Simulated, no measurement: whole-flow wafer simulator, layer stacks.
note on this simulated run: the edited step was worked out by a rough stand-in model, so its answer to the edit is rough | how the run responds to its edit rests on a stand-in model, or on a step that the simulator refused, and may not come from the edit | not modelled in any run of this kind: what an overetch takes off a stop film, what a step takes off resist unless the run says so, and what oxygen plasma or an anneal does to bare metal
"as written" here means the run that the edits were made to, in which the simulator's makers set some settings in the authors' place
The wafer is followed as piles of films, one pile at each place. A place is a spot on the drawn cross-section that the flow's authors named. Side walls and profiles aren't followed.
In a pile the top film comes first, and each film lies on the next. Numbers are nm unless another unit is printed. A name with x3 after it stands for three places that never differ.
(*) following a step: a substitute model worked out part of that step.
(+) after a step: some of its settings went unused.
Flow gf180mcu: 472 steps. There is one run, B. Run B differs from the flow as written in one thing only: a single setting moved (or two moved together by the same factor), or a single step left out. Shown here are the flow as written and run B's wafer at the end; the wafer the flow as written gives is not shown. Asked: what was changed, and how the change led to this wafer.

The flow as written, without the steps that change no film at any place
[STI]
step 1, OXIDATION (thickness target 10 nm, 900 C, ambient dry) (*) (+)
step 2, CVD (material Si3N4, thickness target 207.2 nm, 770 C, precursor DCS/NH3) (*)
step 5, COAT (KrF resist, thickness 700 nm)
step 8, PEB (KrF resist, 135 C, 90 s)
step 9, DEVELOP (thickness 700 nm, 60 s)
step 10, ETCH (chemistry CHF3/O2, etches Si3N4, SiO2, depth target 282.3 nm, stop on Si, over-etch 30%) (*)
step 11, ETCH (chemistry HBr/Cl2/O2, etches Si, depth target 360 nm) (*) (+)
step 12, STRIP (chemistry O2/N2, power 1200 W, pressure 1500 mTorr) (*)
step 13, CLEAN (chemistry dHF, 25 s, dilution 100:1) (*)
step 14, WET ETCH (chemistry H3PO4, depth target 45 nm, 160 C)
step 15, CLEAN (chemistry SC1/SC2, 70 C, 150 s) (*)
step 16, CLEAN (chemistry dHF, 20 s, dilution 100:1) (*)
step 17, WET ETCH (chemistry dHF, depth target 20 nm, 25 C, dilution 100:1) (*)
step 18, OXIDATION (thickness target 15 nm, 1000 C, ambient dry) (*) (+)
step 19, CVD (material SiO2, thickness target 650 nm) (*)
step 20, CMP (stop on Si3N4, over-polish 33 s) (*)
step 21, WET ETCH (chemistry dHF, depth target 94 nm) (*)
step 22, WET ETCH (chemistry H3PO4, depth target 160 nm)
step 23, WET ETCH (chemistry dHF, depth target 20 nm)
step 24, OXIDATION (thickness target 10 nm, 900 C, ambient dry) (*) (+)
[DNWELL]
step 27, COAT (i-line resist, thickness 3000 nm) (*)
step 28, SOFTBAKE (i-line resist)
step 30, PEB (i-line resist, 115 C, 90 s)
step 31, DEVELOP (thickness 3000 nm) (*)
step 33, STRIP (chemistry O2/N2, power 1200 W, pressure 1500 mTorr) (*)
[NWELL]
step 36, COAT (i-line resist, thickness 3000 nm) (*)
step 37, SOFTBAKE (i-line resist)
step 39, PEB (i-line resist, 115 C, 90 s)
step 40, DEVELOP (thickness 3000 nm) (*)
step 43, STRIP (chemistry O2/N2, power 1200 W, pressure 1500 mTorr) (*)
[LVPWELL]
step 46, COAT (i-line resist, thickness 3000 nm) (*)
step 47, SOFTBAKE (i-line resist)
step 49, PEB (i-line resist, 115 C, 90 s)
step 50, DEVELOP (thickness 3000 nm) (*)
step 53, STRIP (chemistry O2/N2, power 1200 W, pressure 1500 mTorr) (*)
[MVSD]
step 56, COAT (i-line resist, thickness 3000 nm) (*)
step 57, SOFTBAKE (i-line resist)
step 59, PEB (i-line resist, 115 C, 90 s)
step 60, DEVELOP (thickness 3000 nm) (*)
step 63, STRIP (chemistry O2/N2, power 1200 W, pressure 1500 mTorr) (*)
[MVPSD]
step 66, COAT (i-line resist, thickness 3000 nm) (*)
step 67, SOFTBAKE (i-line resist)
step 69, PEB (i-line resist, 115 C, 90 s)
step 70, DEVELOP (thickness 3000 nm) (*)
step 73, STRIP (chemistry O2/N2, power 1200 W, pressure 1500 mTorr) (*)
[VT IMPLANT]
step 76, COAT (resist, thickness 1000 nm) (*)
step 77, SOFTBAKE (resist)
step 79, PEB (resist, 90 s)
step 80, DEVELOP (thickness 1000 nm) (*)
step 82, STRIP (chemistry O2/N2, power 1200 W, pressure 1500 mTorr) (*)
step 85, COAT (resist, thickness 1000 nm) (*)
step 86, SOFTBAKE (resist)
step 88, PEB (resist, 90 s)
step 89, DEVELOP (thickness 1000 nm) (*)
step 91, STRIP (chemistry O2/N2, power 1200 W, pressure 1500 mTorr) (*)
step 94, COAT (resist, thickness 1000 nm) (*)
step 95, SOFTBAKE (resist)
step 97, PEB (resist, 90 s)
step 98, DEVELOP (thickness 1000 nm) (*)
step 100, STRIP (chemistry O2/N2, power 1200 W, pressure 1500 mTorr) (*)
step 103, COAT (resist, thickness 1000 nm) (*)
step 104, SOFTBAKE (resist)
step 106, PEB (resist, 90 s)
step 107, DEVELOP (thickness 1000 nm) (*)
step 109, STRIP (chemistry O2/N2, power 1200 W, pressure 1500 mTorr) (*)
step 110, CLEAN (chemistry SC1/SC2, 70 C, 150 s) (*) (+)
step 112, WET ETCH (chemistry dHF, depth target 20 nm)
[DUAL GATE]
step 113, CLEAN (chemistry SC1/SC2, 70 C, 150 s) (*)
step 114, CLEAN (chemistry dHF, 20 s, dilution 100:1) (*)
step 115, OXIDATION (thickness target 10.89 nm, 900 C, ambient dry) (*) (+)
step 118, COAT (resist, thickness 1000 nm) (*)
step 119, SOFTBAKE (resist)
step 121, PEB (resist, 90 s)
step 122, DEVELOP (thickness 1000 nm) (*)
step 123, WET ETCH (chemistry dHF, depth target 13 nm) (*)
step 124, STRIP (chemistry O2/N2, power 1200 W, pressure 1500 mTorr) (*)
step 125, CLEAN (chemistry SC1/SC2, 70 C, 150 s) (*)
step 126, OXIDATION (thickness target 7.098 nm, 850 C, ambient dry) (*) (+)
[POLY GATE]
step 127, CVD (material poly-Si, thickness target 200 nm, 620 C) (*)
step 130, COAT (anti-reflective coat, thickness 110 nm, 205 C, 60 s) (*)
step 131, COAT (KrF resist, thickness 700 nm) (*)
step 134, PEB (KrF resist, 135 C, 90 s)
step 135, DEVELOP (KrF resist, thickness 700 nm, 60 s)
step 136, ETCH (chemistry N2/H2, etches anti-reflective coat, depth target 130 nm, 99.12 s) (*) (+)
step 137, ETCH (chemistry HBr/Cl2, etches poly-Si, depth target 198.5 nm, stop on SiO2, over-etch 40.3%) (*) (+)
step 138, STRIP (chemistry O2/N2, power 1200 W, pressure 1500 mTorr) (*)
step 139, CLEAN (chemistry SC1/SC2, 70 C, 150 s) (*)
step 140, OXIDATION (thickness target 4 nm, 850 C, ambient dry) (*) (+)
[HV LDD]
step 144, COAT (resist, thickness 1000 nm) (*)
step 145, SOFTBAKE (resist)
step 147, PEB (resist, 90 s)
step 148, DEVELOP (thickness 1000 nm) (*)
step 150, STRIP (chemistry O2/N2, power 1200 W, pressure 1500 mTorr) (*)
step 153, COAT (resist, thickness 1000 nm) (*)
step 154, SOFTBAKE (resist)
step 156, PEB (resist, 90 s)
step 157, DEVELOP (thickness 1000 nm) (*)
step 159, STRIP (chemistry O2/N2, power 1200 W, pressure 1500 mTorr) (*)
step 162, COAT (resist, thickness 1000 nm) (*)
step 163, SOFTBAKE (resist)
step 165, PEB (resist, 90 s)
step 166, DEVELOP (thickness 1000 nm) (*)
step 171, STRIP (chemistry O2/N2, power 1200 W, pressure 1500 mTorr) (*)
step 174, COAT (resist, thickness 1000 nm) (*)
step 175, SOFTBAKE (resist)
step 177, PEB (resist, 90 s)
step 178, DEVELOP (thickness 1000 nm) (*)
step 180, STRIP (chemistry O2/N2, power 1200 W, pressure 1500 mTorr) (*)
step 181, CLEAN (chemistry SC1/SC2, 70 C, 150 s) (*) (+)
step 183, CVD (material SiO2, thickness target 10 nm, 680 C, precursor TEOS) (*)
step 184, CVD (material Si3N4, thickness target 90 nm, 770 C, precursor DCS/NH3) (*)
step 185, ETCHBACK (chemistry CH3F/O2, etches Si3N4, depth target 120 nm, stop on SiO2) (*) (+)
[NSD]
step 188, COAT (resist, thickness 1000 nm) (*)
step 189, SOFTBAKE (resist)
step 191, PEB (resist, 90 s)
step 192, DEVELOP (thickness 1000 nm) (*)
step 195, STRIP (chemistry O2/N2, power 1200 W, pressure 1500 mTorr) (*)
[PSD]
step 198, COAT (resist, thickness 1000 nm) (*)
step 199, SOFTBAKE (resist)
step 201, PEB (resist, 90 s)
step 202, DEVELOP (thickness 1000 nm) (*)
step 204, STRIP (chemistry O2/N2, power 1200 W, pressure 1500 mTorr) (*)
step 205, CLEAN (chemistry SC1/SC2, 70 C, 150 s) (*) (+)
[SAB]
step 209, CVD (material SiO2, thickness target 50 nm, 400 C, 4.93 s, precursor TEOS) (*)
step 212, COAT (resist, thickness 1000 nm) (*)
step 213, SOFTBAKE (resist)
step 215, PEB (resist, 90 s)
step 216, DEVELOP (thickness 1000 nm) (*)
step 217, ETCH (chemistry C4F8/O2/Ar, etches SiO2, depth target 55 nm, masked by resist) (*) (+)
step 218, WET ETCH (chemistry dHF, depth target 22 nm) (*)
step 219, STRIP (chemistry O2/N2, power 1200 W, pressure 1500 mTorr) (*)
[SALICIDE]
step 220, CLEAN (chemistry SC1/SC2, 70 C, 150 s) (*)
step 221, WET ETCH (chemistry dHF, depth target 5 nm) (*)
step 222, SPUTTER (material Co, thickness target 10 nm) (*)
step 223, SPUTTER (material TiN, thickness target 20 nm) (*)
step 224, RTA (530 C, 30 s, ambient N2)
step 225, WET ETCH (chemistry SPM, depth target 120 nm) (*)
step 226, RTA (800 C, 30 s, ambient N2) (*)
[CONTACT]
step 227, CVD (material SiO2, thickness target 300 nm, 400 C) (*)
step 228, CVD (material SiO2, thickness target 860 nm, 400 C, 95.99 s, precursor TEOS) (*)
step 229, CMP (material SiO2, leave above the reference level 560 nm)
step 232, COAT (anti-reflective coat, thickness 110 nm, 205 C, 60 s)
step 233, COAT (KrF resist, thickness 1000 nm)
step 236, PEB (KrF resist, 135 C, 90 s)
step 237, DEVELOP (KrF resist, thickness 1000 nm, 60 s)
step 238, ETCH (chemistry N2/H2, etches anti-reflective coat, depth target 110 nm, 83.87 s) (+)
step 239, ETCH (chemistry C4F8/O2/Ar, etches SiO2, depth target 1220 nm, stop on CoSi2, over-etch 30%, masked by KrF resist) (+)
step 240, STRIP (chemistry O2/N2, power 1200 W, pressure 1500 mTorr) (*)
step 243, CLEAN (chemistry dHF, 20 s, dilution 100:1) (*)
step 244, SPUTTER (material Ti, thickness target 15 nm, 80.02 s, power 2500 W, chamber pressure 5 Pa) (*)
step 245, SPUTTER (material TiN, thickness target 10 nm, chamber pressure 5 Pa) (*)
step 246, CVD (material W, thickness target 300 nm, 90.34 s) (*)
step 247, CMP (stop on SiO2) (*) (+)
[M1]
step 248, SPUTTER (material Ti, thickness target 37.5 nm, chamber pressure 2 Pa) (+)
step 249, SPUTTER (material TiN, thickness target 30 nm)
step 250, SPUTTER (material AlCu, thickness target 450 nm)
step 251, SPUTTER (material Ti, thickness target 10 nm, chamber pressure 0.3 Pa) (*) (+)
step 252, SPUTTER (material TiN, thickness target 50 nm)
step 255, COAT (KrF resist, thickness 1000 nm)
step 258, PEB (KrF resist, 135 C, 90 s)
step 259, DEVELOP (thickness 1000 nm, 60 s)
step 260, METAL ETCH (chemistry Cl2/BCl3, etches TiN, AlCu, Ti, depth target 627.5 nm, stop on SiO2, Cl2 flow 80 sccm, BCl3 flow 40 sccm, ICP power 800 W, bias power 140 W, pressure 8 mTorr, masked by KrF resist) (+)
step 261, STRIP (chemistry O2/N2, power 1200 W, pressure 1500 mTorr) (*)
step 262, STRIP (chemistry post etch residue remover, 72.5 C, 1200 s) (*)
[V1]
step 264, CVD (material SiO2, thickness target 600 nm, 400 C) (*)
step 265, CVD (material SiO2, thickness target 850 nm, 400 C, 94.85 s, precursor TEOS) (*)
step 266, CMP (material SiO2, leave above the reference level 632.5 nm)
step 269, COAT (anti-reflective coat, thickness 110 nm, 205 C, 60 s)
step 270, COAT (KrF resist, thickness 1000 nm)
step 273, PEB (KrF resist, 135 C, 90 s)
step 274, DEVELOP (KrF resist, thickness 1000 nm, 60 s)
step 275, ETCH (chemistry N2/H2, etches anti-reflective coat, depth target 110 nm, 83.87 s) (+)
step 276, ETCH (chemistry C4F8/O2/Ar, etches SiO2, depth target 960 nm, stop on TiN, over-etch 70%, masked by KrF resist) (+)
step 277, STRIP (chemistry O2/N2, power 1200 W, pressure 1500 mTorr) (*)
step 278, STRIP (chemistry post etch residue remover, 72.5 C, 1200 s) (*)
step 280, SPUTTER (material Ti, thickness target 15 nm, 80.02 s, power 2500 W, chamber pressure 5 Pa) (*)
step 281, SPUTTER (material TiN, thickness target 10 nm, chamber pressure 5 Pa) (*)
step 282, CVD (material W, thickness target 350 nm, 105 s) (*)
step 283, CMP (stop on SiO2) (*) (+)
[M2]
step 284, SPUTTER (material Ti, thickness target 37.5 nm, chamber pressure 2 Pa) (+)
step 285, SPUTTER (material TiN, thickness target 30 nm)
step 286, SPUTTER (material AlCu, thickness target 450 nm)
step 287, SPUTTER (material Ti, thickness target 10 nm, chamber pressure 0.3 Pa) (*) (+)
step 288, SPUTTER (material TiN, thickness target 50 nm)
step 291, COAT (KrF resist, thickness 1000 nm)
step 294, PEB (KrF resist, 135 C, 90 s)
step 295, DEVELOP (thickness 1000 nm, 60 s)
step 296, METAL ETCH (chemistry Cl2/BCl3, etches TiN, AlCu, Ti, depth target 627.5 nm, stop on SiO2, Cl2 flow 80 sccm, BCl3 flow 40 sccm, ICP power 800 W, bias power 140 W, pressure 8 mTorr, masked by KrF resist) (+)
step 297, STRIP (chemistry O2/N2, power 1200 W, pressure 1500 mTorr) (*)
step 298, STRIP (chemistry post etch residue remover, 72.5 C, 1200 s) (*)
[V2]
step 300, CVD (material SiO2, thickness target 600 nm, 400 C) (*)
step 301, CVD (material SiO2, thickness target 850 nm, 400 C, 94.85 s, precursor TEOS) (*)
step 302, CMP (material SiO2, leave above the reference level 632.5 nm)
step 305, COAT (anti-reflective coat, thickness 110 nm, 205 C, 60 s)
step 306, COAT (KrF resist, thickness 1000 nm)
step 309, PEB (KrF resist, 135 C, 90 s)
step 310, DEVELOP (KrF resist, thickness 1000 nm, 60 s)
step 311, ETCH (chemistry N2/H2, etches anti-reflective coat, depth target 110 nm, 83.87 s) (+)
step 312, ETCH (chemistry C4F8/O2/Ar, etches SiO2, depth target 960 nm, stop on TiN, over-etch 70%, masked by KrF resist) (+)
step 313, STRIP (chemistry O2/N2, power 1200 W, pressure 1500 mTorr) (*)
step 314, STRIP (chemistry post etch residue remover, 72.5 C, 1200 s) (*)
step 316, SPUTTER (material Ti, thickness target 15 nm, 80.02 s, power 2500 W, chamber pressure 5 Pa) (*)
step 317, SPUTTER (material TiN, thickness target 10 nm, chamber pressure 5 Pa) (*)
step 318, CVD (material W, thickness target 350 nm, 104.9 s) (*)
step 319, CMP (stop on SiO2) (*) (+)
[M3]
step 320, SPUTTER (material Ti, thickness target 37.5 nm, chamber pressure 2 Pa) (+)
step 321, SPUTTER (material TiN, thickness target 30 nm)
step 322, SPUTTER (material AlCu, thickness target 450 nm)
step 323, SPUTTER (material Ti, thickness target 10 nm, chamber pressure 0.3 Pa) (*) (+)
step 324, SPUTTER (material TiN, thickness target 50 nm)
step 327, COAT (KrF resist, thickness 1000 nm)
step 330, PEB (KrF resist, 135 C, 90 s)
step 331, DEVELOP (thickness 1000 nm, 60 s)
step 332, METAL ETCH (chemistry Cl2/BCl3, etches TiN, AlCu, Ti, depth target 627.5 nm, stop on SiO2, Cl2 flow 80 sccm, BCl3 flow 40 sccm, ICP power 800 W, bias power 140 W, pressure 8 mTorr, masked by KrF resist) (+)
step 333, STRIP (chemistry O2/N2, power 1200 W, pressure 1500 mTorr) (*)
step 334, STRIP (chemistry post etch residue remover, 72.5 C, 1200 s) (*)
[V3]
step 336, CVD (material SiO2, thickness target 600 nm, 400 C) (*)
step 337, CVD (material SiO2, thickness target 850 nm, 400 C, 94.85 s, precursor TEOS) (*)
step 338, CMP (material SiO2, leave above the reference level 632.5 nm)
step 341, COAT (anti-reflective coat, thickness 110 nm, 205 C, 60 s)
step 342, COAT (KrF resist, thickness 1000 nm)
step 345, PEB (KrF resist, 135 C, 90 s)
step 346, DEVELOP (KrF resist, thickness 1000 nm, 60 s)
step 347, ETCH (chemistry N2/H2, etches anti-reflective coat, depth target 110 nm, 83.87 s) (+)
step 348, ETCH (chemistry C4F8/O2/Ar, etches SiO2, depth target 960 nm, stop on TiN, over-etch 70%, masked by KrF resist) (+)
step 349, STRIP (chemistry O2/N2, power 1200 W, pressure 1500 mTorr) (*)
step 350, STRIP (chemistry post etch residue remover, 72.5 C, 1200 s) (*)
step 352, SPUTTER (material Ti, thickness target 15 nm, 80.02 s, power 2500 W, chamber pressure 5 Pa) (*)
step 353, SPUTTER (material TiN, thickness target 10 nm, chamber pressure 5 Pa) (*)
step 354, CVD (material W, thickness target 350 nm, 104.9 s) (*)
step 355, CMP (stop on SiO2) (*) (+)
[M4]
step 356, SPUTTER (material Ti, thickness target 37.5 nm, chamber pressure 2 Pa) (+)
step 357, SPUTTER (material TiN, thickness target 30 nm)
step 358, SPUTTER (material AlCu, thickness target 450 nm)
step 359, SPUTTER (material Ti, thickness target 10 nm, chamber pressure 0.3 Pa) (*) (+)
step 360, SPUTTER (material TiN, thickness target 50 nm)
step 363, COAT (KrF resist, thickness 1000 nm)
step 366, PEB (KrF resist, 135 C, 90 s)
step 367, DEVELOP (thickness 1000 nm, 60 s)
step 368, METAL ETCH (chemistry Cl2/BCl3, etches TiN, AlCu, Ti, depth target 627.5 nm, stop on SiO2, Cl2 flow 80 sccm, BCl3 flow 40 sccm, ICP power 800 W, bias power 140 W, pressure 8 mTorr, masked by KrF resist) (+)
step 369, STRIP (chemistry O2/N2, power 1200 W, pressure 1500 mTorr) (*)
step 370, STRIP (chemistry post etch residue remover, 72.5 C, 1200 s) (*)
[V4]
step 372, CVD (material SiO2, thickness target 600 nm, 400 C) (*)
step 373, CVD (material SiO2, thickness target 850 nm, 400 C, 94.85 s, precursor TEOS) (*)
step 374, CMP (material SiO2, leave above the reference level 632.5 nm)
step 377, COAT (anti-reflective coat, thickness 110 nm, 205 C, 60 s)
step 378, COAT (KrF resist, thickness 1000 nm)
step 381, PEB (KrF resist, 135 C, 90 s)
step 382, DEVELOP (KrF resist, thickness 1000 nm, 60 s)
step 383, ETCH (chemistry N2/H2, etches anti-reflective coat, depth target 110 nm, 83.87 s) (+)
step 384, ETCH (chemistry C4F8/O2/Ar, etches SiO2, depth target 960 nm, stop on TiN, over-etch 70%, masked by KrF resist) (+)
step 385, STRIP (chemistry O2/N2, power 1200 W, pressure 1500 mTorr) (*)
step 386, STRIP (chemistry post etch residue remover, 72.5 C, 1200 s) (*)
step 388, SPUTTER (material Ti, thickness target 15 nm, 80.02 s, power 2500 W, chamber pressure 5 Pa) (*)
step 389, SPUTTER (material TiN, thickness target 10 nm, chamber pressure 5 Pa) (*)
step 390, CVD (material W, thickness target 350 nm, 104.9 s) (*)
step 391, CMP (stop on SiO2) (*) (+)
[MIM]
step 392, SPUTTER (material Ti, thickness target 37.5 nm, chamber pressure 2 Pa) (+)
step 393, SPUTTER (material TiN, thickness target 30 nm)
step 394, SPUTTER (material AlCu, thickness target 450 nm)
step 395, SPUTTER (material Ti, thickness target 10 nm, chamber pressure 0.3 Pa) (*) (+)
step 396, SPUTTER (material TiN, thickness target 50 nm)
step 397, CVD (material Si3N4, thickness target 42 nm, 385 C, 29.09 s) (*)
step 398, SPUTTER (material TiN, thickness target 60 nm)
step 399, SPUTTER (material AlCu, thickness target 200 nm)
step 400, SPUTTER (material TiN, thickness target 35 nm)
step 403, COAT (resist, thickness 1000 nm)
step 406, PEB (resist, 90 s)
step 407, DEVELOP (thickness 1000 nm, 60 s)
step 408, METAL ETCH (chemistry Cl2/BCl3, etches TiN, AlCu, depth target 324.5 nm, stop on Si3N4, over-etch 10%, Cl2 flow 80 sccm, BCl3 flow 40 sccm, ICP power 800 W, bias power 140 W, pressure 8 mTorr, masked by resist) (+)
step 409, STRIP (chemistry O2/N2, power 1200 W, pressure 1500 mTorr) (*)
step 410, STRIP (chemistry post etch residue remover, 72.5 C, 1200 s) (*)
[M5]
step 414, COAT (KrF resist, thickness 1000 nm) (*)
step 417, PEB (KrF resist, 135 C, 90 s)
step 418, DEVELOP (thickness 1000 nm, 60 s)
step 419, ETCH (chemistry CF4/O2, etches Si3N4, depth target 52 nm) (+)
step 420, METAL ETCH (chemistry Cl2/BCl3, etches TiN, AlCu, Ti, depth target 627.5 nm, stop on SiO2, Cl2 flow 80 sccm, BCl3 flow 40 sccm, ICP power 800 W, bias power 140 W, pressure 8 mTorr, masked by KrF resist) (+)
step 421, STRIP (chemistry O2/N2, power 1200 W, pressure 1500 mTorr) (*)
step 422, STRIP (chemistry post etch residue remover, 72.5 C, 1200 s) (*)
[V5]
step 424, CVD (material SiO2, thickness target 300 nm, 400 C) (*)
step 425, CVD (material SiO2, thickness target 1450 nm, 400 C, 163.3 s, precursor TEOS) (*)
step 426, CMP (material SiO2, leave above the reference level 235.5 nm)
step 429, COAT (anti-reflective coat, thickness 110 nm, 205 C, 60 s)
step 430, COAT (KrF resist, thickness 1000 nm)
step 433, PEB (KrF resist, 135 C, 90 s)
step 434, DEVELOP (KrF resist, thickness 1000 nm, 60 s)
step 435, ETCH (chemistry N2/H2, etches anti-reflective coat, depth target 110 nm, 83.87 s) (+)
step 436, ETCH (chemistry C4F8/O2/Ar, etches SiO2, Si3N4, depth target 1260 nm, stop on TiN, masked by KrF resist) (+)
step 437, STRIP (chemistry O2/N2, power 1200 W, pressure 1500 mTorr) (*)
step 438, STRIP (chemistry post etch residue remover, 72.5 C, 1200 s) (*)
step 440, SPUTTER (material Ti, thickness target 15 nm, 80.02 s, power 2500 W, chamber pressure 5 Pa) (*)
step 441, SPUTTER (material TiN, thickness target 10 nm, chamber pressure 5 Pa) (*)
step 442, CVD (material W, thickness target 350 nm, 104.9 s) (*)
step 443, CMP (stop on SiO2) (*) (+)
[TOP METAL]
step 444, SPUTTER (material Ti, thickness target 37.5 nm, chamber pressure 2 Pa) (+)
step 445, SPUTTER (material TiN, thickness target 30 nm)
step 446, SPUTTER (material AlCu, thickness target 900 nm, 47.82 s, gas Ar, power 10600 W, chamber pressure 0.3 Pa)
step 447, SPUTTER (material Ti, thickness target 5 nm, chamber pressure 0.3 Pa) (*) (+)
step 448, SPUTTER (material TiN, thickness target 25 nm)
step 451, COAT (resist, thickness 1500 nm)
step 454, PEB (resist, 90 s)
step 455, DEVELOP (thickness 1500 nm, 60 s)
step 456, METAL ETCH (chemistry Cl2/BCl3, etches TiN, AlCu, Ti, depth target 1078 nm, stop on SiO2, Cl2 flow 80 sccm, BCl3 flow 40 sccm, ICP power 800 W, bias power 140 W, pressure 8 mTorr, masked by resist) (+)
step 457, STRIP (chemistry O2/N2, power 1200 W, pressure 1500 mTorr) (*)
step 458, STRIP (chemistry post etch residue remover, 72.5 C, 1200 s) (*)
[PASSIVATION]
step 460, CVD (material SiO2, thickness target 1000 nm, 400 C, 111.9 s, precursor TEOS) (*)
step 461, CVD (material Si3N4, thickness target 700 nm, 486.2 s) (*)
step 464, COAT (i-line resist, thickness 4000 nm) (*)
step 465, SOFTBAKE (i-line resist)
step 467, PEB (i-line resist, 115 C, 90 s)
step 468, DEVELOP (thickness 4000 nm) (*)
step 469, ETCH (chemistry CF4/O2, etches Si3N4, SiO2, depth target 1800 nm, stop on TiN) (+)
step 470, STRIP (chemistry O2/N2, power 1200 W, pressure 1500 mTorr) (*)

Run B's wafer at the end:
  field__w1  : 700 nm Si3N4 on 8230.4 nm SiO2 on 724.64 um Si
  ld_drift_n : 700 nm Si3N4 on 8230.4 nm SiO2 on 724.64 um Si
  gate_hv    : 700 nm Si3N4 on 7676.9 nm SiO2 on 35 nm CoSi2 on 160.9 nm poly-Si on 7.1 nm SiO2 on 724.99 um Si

The reason: step 115, OXIDATION: 720 C was run, while the flow as written has 900 C.

Step by step, how the change led to this:
  step 115, OXIDATION (thickness target 10.89 nm, 900 C, ambient dry) (*) (+)
      sti, mim_1p0, pad and 23 more: nothing (it would be, as written: +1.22 SiO2, -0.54 Si)
      field, field__w1, field__w2, field__w3, field__w6, field__w12: +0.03 SiO2 (it would be, as written: +1.25 SiO2, -0.55 Si)
      (as well as at 60 more places)
  step 123, WET ETCH (chemistry dHF, depth target 13 nm) (*)
      active, n_well, p_well and 12 more: -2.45 SiO2 (all of it) (it would be, as written: -10.9 SiO2 (all of it))
  step 126, OXIDATION (thickness target 7.098 nm, 850 C, ambient dry) (*) (+)
      gate_hv, active_hv, active_nat and 25 more: +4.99 SiO2, -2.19 Si (it would be, as written: +3.72 SiO2, -1.64 Si)
  step 130, COAT (anti-reflective coat, thickness 110 nm, 205 C, 60 s) (*)
      p_well, spacer, sd_n: +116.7 anti-reflective coat (new film) (it would be, as written: +121 anti-reflective coat (new film))
      active: +113.6 anti-reflective coat (new film) (it would be, as written: +117.2 anti-reflective coat (new film))
      (as well as at 10 more places)
  step 136, ETCH (chemistry N2/H2, etches anti-reflective coat, depth target 130 nm, 99.12 s) (*) (+)
      p_well, spacer, sd_n: -116.7 anti-reflective coat (all of it), -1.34 poly-Si (it would be, as written: -121 anti-reflective coat (all of it), -1.23 poly-Si)
      active: -113.6 anti-reflective coat (all of it), -1.42 poly-Si (it would be, as written: -117.2 anti-reflective coat (all of it), -1.33 poly-Si)
      (as well as at 8 more places)
  step 138, STRIP (chemistry O2/N2, power 1200 W, pressure 1500 mTorr) (*)
      gate: +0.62 chemical SiO2 (new film), -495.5 KrF resist (all of it), -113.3 anti-reflective coat (all of it), -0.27 poly-Si (it would be, as written: +0.62 chemical SiO2 (new film), -496.5 KrF resist (all of it), -117 anti-reflective coat (all of it), -0.27 poly-Si)
      gate_p: +0.62 chemical SiO2 (new film), -495.1 KrF resist (all of it), -113.8 anti-reflective coat (all of it), -0.27 poly-Si (it would be, as written: +0.62 chemical SiO2 (new film), -496.2 KrF resist (all of it), -117 anti-reflective coat (all of it), -0.27 poly-Si)
  step 145, SOFTBAKE (resist)
      nw_enc_fld_lv__w3: -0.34 resist (it would be, as written: +0.39 resist)
      active_nat: +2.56 resist (it would be, as written: +1.52 resist)
  step 154, SOFTBAKE (resist)
      nw_enc_fld_lv__w3: -0.34 resist (it would be, as written: +0.39 resist)
      active_nat: +2.56 resist (it would be, as written: +1.52 resist)
  step 163, SOFTBAKE (resist)
      nw_enc_fld_lv__w3: -0.34 resist (it would be, as written: +0.39 resist)
      active_nat: +2.56 resist (it would be, as written: +1.52 resist)
  step 175, SOFTBAKE (resist)
      nw_enc_fld_lv__w3: -0.34 resist (it would be, as written: +0.39 resist)
      active_nat: +2.56 resist (it would be, as written: +1.52 resist)
  step 189, SOFTBAKE (resist)
      active_hv: +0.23 resist (it would be, as written: +0.78 resist)
  step 199, SOFTBAKE (resist)
      active_hv: +0.23 resist (it would be, as written: +0.78 resist)
  step 218, WET ETCH (chemistry dHF, depth target 22 nm) (*)
      ldn_tap, ldn_src, ldn_drn, ldp_tap, ldp_src, ldp_drn, ldp_gr: -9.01 SiO2 (all of it) (it would be, as written: -16 SiO2 (all of it))
      ld_drn_n, ld_sd_p: -7.83 SiO2 (all of it) (it would be, as written: -14.8 SiO2 (all of it))
      (as well as at 5 more places)
  step 223, SPUTTER (material TiN, thickness target 20 nm) (*)
      field__w12: +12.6 TiN (new film) (it would be, as written: +12 TiN (new film))
      ld_sd_n: +16.1 TiN (new film) (it would be, as written: +15.5 TiN (new film))
  step 225, WET ETCH (chemistry SPM, depth target 120 nm) (*)
      field__w12: -12.6 TiN (all of it), -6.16 Co (all of it) (it would be, as written: -12 TiN (all of it), -6.15 Co (all of it))
      ld_sd_n: -16.1 TiN (all of it) (it would be, as written: -15.5 TiN (all of it))
